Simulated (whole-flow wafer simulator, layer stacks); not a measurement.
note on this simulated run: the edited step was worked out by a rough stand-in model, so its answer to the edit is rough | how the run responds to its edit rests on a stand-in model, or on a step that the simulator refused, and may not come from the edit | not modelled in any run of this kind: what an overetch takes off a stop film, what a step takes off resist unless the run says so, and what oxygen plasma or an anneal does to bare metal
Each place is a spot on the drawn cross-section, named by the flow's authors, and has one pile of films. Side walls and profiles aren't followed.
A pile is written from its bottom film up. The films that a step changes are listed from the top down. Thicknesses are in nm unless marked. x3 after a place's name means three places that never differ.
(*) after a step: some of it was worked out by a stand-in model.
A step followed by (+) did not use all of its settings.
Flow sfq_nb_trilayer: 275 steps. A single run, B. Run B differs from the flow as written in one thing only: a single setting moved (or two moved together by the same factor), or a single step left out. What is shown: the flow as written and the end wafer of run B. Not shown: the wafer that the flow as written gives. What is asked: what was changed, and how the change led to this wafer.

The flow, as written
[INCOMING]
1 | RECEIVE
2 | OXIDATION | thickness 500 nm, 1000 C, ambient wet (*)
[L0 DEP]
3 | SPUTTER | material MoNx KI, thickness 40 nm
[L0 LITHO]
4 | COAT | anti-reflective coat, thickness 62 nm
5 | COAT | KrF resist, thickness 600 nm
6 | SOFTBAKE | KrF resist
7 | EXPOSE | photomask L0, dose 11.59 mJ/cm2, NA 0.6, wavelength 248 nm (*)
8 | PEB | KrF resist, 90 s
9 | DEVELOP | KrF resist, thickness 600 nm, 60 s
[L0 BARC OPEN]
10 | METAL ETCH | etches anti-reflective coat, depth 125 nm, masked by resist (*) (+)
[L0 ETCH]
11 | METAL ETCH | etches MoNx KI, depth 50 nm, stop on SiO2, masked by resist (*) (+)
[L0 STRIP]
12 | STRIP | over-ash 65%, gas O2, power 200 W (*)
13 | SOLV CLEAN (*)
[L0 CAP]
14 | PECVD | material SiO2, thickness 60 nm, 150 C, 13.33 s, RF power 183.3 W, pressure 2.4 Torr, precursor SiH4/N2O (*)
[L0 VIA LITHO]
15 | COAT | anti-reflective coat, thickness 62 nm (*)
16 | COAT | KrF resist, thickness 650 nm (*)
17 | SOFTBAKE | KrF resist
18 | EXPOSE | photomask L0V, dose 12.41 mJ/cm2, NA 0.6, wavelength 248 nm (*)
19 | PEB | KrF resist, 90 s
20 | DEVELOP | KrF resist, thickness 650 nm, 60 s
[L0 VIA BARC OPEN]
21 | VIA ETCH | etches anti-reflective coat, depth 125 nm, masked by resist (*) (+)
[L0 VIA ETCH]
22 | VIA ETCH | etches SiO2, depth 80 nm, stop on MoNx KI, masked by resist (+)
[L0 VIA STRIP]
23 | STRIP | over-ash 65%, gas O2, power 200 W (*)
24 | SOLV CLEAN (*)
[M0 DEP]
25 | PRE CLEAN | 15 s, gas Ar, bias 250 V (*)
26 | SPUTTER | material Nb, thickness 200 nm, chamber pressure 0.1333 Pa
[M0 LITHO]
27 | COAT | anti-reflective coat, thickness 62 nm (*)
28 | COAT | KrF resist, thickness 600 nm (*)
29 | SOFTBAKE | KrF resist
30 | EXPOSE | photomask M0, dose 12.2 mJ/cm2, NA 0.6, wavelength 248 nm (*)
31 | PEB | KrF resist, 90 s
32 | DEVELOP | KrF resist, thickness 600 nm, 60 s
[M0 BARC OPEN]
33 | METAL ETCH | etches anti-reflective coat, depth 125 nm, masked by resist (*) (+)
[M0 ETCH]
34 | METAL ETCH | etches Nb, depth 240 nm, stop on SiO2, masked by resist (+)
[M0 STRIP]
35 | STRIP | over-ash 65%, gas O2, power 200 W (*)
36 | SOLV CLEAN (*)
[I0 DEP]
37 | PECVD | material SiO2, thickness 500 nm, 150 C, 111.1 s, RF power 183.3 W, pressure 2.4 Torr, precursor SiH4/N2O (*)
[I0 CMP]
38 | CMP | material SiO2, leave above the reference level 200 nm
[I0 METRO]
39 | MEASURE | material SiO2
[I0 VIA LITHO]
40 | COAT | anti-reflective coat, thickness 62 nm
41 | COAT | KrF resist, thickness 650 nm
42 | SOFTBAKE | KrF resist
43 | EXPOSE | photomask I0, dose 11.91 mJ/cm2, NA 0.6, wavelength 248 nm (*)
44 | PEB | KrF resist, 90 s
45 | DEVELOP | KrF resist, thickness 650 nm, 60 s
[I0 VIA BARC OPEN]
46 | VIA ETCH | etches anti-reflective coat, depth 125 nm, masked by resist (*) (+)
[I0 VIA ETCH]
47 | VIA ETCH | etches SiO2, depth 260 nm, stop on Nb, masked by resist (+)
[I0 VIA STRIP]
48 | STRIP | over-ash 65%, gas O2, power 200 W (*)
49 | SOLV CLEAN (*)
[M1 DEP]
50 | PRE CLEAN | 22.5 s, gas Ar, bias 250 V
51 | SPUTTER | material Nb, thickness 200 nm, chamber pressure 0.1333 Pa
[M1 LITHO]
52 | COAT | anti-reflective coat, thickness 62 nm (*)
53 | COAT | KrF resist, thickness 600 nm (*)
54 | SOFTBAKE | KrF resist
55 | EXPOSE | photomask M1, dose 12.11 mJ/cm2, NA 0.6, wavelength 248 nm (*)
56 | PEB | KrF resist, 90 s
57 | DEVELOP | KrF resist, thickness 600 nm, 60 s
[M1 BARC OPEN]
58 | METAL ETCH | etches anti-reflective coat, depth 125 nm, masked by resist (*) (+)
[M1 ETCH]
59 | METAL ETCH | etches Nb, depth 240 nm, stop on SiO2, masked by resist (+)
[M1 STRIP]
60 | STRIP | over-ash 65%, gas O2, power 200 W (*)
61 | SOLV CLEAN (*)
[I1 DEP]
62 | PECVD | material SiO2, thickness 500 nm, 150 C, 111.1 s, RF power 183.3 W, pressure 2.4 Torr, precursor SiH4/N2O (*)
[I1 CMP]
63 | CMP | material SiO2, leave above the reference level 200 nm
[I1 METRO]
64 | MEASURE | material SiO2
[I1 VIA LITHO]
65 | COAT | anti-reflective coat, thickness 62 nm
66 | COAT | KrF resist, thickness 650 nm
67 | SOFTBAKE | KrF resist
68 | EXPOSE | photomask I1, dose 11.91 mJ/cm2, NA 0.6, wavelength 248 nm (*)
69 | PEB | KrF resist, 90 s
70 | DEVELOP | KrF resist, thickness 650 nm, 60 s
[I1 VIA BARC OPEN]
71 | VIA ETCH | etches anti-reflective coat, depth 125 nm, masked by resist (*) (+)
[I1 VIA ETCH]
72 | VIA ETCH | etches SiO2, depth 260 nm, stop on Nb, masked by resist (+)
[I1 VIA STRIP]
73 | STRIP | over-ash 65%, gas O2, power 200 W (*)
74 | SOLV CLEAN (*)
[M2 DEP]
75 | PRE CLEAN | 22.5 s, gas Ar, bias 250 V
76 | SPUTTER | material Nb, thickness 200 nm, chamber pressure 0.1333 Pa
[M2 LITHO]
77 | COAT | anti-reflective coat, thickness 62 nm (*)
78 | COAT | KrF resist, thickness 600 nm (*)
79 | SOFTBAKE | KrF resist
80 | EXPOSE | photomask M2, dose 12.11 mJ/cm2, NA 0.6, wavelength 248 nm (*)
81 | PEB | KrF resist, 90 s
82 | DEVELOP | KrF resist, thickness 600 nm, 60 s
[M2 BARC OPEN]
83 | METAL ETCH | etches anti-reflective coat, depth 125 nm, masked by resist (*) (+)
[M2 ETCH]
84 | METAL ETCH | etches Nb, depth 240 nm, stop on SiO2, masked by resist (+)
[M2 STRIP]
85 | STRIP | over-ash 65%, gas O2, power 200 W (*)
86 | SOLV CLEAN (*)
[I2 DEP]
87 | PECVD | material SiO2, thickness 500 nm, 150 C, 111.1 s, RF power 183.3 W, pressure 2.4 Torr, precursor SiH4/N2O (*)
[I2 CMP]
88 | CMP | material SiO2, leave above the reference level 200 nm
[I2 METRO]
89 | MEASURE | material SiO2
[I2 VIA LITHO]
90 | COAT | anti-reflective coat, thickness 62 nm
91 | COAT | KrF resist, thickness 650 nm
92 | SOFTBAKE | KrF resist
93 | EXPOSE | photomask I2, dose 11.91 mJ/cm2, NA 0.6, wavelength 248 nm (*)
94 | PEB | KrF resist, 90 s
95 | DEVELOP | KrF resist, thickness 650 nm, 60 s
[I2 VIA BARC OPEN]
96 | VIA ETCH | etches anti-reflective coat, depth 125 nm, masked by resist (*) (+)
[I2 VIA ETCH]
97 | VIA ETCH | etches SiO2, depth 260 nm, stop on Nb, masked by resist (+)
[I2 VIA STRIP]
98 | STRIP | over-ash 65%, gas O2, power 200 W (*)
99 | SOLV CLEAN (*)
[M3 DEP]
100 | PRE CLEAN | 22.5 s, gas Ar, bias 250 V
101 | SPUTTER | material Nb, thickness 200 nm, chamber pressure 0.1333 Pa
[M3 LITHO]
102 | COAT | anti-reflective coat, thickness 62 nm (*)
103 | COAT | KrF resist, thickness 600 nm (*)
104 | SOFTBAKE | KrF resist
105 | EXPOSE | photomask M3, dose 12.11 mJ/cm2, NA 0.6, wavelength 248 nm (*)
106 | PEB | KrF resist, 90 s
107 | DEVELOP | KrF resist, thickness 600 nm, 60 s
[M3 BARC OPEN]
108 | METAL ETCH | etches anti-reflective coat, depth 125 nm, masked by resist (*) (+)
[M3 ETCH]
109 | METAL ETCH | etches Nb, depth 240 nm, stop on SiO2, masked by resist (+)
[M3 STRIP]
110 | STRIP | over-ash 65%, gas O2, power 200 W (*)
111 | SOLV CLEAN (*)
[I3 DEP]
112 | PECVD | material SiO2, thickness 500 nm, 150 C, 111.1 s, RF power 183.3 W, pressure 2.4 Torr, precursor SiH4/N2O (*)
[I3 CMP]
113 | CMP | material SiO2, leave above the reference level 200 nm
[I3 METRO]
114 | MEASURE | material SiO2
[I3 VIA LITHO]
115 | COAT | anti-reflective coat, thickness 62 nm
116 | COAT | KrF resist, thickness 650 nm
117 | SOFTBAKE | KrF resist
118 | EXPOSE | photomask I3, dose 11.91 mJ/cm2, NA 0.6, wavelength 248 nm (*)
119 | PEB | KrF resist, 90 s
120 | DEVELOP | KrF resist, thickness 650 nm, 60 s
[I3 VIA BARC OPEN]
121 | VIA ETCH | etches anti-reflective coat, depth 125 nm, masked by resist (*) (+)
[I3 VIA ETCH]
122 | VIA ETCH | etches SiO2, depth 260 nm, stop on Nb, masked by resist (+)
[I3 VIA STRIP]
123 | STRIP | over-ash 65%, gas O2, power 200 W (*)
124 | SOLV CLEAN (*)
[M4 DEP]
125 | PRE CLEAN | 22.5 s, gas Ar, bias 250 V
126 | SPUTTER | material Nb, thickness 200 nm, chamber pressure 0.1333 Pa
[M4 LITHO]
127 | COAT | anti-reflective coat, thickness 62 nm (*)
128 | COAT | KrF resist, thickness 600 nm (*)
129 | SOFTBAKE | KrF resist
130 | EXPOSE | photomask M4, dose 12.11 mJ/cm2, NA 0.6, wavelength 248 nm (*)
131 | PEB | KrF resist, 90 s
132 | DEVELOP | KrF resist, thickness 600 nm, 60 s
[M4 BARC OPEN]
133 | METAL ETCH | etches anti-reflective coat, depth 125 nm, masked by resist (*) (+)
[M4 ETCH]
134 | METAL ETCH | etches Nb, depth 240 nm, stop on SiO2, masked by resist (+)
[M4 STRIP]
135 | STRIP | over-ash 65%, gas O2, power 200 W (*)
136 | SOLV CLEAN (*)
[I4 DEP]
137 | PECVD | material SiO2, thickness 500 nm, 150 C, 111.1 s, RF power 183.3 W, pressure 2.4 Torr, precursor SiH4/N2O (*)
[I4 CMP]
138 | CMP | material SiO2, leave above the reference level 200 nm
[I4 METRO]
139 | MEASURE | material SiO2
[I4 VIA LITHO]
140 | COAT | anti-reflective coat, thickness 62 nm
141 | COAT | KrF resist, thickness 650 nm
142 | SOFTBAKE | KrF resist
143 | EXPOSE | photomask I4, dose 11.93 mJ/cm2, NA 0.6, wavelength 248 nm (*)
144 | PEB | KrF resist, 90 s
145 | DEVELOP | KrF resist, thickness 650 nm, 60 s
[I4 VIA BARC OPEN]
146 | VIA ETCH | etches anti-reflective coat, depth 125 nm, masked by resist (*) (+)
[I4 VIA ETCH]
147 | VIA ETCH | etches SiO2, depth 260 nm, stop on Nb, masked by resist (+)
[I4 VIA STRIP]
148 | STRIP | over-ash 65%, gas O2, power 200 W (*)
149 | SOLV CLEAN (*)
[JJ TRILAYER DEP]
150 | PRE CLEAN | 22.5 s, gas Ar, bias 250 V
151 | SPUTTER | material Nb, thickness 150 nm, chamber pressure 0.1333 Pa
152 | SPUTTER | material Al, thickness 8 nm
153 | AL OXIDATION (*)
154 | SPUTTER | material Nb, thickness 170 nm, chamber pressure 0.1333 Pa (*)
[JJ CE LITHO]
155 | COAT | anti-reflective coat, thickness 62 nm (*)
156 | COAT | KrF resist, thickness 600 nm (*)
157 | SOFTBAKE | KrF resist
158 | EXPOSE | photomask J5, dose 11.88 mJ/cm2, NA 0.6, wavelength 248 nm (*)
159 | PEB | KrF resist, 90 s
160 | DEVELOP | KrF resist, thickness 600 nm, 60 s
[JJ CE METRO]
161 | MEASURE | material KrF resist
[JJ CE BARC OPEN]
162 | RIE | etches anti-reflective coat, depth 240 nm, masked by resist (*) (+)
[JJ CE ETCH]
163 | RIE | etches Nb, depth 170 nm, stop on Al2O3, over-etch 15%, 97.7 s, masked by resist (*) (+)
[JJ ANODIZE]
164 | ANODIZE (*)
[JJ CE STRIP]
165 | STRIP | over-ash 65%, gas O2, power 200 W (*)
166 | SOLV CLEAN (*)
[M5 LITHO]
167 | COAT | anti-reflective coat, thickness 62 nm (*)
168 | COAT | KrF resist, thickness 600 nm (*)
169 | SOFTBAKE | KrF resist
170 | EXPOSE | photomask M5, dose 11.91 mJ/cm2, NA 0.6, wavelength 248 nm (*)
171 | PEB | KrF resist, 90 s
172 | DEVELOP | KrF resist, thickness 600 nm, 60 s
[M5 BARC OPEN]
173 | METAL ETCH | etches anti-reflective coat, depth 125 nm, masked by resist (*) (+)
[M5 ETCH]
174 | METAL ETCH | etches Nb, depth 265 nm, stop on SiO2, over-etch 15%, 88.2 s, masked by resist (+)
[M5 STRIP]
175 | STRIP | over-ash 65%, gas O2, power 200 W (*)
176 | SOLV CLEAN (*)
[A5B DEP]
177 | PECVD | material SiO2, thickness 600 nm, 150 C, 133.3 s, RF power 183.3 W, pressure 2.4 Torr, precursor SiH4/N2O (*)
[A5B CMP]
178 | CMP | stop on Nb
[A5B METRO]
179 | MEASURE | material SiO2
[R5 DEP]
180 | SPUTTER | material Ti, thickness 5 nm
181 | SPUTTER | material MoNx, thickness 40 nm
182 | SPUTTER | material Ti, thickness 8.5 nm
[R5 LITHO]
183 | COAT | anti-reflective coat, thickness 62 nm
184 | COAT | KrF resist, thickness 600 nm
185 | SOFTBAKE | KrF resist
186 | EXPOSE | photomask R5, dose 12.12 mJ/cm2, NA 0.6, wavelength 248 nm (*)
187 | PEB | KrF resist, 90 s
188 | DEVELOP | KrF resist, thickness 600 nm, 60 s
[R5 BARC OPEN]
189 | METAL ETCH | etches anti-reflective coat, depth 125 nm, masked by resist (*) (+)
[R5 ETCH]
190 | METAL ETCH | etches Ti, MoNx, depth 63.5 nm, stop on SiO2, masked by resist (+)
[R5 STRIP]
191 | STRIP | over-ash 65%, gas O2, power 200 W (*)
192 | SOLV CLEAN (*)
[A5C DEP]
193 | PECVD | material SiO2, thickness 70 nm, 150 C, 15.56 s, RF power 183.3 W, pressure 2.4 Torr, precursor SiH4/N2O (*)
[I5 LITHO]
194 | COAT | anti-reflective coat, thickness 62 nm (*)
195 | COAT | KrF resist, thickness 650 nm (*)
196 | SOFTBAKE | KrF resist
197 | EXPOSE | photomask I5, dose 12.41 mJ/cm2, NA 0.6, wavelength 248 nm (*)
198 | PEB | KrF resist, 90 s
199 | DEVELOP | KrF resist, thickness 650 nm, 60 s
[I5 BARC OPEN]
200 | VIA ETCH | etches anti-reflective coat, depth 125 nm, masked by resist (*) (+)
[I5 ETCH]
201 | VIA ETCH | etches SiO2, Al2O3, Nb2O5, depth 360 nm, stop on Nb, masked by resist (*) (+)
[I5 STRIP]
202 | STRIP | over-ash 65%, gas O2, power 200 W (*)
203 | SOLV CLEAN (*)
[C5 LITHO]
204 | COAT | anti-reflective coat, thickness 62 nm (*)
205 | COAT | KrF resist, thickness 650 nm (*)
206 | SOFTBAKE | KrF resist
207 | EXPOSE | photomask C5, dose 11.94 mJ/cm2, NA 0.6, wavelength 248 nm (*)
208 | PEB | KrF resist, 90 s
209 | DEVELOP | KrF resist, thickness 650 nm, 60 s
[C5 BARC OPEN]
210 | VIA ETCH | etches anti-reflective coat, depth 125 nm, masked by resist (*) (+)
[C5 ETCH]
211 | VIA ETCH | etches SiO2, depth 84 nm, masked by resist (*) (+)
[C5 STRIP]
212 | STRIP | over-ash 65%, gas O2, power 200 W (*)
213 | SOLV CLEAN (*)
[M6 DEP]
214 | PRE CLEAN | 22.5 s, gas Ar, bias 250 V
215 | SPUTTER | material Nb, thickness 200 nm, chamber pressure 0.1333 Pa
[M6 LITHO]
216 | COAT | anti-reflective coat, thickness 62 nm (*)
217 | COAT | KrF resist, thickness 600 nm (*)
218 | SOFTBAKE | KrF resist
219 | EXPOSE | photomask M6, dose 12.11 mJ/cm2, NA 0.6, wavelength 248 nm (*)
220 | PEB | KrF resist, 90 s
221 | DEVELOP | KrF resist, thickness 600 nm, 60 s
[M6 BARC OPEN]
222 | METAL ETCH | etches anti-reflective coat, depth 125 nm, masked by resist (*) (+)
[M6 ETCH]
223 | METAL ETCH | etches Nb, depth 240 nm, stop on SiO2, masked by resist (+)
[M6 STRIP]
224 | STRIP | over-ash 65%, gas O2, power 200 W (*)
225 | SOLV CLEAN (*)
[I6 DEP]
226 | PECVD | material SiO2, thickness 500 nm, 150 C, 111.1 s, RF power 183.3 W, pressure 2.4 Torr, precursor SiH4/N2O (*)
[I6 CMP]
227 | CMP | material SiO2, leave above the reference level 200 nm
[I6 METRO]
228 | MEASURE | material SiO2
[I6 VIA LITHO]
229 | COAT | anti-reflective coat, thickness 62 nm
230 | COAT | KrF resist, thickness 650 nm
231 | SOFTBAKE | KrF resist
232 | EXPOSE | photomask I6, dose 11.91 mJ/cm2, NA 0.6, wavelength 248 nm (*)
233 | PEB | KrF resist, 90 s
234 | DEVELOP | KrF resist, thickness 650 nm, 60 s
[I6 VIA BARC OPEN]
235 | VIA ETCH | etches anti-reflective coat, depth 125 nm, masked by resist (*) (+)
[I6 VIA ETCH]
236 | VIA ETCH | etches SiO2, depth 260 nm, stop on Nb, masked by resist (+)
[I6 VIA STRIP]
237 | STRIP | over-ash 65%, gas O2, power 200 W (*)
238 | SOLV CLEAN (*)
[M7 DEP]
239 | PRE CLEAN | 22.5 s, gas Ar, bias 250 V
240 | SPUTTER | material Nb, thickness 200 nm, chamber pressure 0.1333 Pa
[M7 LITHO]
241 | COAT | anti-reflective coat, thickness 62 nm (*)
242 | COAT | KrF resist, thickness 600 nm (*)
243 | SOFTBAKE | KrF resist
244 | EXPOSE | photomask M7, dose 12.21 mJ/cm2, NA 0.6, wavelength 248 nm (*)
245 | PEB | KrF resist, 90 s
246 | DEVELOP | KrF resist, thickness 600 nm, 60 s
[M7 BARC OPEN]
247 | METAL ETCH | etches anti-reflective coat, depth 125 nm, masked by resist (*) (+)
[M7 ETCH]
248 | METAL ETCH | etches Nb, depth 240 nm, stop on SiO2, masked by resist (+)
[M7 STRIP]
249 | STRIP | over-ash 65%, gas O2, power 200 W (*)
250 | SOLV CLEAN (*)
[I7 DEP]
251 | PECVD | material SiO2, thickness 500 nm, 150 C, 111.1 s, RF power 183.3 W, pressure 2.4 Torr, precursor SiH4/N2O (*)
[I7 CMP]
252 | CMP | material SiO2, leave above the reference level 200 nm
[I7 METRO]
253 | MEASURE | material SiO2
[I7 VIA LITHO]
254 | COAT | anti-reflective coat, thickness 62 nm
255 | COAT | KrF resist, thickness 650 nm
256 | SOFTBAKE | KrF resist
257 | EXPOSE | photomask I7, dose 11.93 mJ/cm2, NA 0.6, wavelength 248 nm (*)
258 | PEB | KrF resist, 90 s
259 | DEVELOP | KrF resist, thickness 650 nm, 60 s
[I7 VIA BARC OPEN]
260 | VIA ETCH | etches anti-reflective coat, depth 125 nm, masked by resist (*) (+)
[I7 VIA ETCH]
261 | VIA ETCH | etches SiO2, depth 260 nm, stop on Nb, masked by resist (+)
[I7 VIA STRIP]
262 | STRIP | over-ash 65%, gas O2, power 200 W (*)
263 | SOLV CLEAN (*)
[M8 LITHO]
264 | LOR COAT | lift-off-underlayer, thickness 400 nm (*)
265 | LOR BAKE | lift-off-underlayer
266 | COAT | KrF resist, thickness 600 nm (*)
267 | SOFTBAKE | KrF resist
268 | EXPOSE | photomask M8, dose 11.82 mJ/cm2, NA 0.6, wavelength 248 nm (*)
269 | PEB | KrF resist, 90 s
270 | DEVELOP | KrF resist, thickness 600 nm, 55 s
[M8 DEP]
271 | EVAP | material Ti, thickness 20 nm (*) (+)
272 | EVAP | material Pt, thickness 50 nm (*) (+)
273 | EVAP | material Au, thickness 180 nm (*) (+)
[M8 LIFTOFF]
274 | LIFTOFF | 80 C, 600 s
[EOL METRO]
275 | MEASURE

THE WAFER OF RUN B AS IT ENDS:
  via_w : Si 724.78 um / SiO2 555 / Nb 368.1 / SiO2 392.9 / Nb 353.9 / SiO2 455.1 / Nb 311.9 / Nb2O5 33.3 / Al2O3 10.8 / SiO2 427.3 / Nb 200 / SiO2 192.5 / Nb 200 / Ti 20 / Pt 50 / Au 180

Cause: step 62, PECVD: thickness 355 nm was run, whereas the flow has thickness 500 nm; step 62, PECVD: 78.89 s was run, where the flow has 111.1 s.

The path from the change to this, step by step:
  62 | PECVD | material SiO2, thickness 500 nm, 150 C, 111.1 s, RF power 183.3 W, pressure 2.4 Torr, precursor SiH4/N2O (*)
      field_l, be, be_sur and 72 more: +355 SiO2 (in the flow as written it would be: +500 SiO2)
      v_sur, via_wl, via_wr and 20 more: +355 SiO2 (new film) (in the flow as written it would be: +500 SiO2 (new film))
      (also at 8 further places)
  63 | CMP | material SiO2, leave above the reference level 200 nm
      field_l, be, be_sur and 72 more: nothing (in the flow as written it would be: -100 SiO2)
      lsp_m, ln_m6, lsp_r, l0_sur, l0v: nothing (in the flow as written it would be: -94.9 SiO2)
      (also at 26 further places)
  65 | COAT | anti-reflective coat, thickness 62 nm
      m0r_line_l, m0r_line_r, m6r_line_l, m6r_line_r, m7r_line_l, m7r_line_r: +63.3 anti-reflective coat (new film) (in the flow as written it would be: +62 anti-reflective coat (new film))
      m0r_space_l, m0r_space_r, m6r_space_l, m6r_space_r, m7r_space_l, m7r_space_r: +68.4 anti-reflective coat (new film) (in the flow as written it would be: +62 anti-reflective coat (new film))
      (also at 45 further places)
  66 | COAT | KrF resist, thickness 650 nm
      v_sur: +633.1 KrF resist (new film) (in the flow as written it would be: +650 KrF resist (new film))
      via_wl: +635.1 KrF resist (new film) (in the flow as written it would be: +650 KrF resist (new film))
      (also at 6 further places)
  70 | DEVELOP | KrF resist, thickness 650 nm, 60 s
      via_v: -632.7 KrF resist (all of it) (in the flow as written it would be: -648.6 KrF resist (all of it))
  71 | VIA ETCH | etches anti-reflective coat, depth 125 nm, masked by resist (*) (+)
      field_l, v_sur, via_wl and 102 more: -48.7 KrF resist (in the flow as written it would be: -51.7 KrF resist)
      via_v: -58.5 anti-reflective coat (all of it), -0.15 SiO2 (in the flow as written it would be: -62 anti-reflective coat (all of it), -0.16 SiO2)
  73 | STRIP | over-ash 65%, gas O2, power 200 W (*)
      m0r_line_l, m0r_line_r, m6r_line_l, m6r_line_r, m7r_line_l, m7r_line_r: -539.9 KrF resist (all of it), -63.3 anti-reflective coat (all of it) (in the flow as written it would be: -528.6 KrF resist (all of it), -62 anti-reflective coat (all of it))
      m0r_space_l, m0r_space_r, m6r_space_l, m6r_space_r, m7r_space_l, m7r_space_r: -536.4 KrF resist (all of it), -68.4 anti-reflective coat (all of it) (in the flow as written it would be: -528.6 KrF resist (all of it), -62 anti-reflective coat (all of it))
      (also at 45 further places)
  77 | COAT | anti-reflective coat, thickness 62 nm (*)
      wl_f_m6, wl_f_sr, wl_g_sl: +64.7 anti-reflective coat (new film) (in the flow as written it would be: +62 anti-reflective coat (new film))
      m0r_space_l, m6r_space_l, m7r_space_l: +67.3 anti-reflective coat (new film) (in the flow as written it would be: +62 anti-reflective coat (new film))
      (also at 44 further places)
  78 | COAT | KrF resist, thickness 600 nm (*)
      v_sur: +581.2 KrF resist (new film) (in the flow as written it would be: +597.7 KrF resist (new film))
      via_wl: +581.6 KrF resist (new film) (in the flow as written it would be: +597.1 KrF resist (new film))
      (also at 8 further places)
  82 | DEVELOP | KrF resist, thickness 600 nm, 60 s
      ln_m5: -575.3 KrF resist (all of it) (in the flow as written it would be: -598.3 KrF resist (all of it))
      wl_d_sl: -613.9 KrF resist (all of it) (in the flow as written it would be: -598.7 KrF resist (all of it))
      (also at 4 further places)
  83 | METAL ETCH | etches anti-reflective coat, depth 125 nm, masked by resist (*) (+)
      wl_f_m6, wl_f_sr, wl_g_sl: -64.7 anti-reflective coat (all of it) (in the flow as written it would be: -62 anti-reflective coat (all of it))
      m0r_space_l, m6r_space_l, m7r_space_l: -67.3 anti-reflective coat (all of it) (in the flow as written it would be: -62 anti-reflective coat (all of it))
      (also at 31 further places)
  85 | STRIP | over-ash 65%, gas O2, power 200 W (*)
      v_sur: -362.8 KrF resist (all of it), -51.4 anti-reflective coat (all of it) (in the flow as written it would be: -380 KrF resist (all of it), -61.4 anti-reflective coat (all of it))
      via_wl: -363.2 KrF resist (all of it), -52.7 anti-reflective coat (all of it) (in the flow as written it would be: -379.5 KrF resist (all of it), -61.3 anti-reflective coat (all of it))
      (also at 11 further places)
  88 | CMP | material SiO2, leave above the reference level 200 nm
      field_l, be, be_sur and 79 more: -55 SiO2 (in the flow as written it would be: -100 SiO2)
      via_w: -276 SiO2 (in the flow as written it would be: -300 SiO2)
  97 | VIA ETCH | etches SiO2, depth 260 nm, stop on Nb, masked by resist (+)
      via_w: -223.9 SiO2 (all of it) (in the flow as written it would be: -199.8 SiO2 (all of it))
  101 | SPUTTER | material Nb, thickness 200 nm, chamber pressure 0.1333 Pa
      via_w: +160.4 Nb (in the flow as written it would be: +165.5 Nb)
  102 | COAT | anti-reflective coat, thickness 62 nm (*)
      via_w: +130 anti-reflective coat (new film) (in the flow as written it would be: +124.8 anti-reflective coat (new film))
  ... 2 further steps ...
  112 | PECVD | material SiO2, thickness 500 nm, 150 C, 111.1 s, RF power 183.3 W, pressure 2.4 Torr, precursor SiH4/N2O (*)
      via_w: +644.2 SiO2 (new film) (in the flow as written it would be: +615 SiO2 (new film))
